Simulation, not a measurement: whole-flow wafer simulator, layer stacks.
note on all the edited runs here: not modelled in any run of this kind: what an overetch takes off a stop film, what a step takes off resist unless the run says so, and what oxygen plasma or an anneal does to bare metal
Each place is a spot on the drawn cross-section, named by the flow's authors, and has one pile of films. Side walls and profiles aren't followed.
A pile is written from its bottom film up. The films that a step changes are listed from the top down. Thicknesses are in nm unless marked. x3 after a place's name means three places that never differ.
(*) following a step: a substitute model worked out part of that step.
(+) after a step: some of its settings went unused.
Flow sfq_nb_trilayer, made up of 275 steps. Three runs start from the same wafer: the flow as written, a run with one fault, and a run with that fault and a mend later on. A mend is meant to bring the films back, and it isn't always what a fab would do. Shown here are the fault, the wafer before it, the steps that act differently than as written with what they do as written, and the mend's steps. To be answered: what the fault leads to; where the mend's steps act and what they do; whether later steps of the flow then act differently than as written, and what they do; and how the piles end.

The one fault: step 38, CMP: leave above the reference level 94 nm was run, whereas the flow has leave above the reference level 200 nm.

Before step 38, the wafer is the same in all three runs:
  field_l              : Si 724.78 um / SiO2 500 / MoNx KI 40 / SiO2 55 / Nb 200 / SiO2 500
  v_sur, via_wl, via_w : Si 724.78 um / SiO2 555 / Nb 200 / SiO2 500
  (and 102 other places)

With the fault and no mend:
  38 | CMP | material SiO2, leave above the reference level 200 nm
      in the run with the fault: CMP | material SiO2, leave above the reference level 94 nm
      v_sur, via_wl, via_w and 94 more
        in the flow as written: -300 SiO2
        in the run with the fault: -406 SiO2
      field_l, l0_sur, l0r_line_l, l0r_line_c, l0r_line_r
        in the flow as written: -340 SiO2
        in the run with the fault: -446 SiO2
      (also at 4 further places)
  Later steps of the flow acting differently than as written (3 other steps are not shown; they differ only slightly, by no more than 2% or 0.5 nm, whichever is larger):
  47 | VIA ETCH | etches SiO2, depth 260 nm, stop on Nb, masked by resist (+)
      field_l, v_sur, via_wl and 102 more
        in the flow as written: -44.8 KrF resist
        in the run with the fault: -24.3 KrF resist
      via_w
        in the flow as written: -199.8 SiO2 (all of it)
        in the run with the fault: -93.8 SiO2 (all of it)
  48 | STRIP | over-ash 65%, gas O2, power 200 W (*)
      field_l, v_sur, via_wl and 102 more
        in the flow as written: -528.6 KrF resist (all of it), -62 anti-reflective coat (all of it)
        in the run with the fault: -549.2 KrF resist (all of it), -62 anti-reflective coat (all of it)
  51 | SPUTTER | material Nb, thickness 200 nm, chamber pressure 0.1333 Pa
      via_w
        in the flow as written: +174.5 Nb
        in the run with the fault: +195.5 Nb
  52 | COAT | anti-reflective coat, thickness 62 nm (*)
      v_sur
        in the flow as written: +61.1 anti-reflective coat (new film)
        in the run with the fault: +57.8 anti-reflective coat (new film)
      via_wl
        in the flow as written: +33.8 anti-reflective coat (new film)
        in the run with the fault: +37.8 anti-reflective coat (new film)
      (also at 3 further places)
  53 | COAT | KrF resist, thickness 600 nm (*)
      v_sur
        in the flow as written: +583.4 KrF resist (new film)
        in the run with the fault: +595.4 KrF resist (new film)
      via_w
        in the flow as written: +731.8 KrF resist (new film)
        in the run with the fault: +645 KrF resist (new film)
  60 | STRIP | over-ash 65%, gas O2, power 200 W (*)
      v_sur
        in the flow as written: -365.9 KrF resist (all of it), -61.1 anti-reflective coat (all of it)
        in the run with the fault: -377.8 KrF resist (all of it), -57.8 anti-reflective coat (all of it)
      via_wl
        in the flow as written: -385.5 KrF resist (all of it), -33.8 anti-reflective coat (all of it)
        in the run with the fault: -394.3 KrF resist (all of it), -37.8 anti-reflective coat (all of it)
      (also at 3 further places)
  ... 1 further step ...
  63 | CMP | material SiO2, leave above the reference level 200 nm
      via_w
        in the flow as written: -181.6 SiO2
        in the run with the fault: -202.5 SiO2
  The piles end different from the flow's at field_l, v_sur, via_wl and 103 more by more than 2% or 0.5 nm, whichever is larger.
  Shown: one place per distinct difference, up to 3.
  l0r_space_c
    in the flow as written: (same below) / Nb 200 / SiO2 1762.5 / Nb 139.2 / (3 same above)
    in the run with the fault: (same below) / Nb 200 / SiO2 1656.5 / Nb 139.2 / (3 same above)
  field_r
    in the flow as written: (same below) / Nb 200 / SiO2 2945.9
    in the run with the fault: (same below) / Nb 200 / SiO2 2839.9
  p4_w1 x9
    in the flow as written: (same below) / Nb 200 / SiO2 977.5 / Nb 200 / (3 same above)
    in the run with the fault: (same below) / Nb 200 / SiO2 871.5 / Nb 200 / (3 same above)

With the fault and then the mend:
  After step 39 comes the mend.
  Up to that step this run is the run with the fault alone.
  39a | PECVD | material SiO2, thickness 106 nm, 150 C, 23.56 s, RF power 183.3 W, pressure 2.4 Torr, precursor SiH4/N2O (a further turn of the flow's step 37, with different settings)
      field_l, v_sur, via_wl and 103 more
        +106 SiO2
  Later steps of the flow that are run all act as written at every place that is followed.
  The piles end the same as the flow's at every place that both follow.
